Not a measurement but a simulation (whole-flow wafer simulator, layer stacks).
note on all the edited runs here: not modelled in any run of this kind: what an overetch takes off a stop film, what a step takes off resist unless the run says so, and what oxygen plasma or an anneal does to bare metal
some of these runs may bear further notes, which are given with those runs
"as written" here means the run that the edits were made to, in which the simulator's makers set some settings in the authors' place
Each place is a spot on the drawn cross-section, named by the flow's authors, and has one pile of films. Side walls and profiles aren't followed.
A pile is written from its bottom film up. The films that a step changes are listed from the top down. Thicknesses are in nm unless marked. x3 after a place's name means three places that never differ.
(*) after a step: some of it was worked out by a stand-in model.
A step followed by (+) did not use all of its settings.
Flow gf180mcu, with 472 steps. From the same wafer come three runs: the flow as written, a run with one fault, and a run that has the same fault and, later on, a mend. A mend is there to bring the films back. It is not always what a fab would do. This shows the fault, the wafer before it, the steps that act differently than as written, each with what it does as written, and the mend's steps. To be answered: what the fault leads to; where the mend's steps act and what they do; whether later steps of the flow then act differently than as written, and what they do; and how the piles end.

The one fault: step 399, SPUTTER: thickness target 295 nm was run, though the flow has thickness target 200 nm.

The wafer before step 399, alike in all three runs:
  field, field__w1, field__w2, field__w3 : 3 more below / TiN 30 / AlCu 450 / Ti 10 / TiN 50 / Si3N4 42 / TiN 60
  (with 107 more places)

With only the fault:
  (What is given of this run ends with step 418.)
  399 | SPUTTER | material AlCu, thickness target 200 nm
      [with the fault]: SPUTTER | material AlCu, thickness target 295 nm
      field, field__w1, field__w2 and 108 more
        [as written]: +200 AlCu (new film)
        [with the fault]: +295 AlCu (new film)
  Steps later in the flow that act otherwise than as written (2 more steps, not shown, differ only slightly: by at most 2% or 0.5 nm, whichever is larger):
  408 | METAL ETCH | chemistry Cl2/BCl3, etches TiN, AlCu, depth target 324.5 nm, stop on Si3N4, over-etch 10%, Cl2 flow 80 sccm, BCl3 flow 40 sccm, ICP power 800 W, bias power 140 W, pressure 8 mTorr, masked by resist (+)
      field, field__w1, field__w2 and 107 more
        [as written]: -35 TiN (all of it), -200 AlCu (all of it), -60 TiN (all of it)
        [with the fault]: -35 TiN (all of it), -289.5 AlCu
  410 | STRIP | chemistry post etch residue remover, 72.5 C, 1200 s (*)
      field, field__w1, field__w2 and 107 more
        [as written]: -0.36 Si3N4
        [with the fault]: -5.5 AlCu (all of it)
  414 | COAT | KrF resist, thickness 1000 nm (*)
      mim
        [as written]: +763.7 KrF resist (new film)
        [with the fault]: +737.5 KrF resist (new film)
  After step 418, at field, field__w1, field__w2 and 109 more, the piles differ from the flow's by more than 2% or 0.5 nm, whichever is larger.
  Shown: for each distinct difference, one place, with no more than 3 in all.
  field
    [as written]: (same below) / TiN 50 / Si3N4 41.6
    [with the fault]: (same below) / TiN 50 / Si3N4 42 / TiN 60
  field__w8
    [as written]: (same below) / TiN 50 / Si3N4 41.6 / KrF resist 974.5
    [with the fault]: (same below) / TiN 50 / Si3N4 42 / TiN 60 / KrF resist 974.5
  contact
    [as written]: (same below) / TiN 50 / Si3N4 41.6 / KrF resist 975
    [with the fault]: (same below) / TiN 50 / Si3N4 42 / TiN 60 / KrF resist 975

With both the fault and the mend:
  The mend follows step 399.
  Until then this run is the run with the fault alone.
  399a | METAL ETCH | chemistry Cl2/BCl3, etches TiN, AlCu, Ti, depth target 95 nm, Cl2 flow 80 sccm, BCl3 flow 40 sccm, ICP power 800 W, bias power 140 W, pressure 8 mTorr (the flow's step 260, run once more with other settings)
      field, field__w1, field__w2 and 108 more
        -95 AlCu
  None of the later steps of the flow acts differently than as written at any place that is followed.
  The piles end the same as the flow's at every place that both follow.
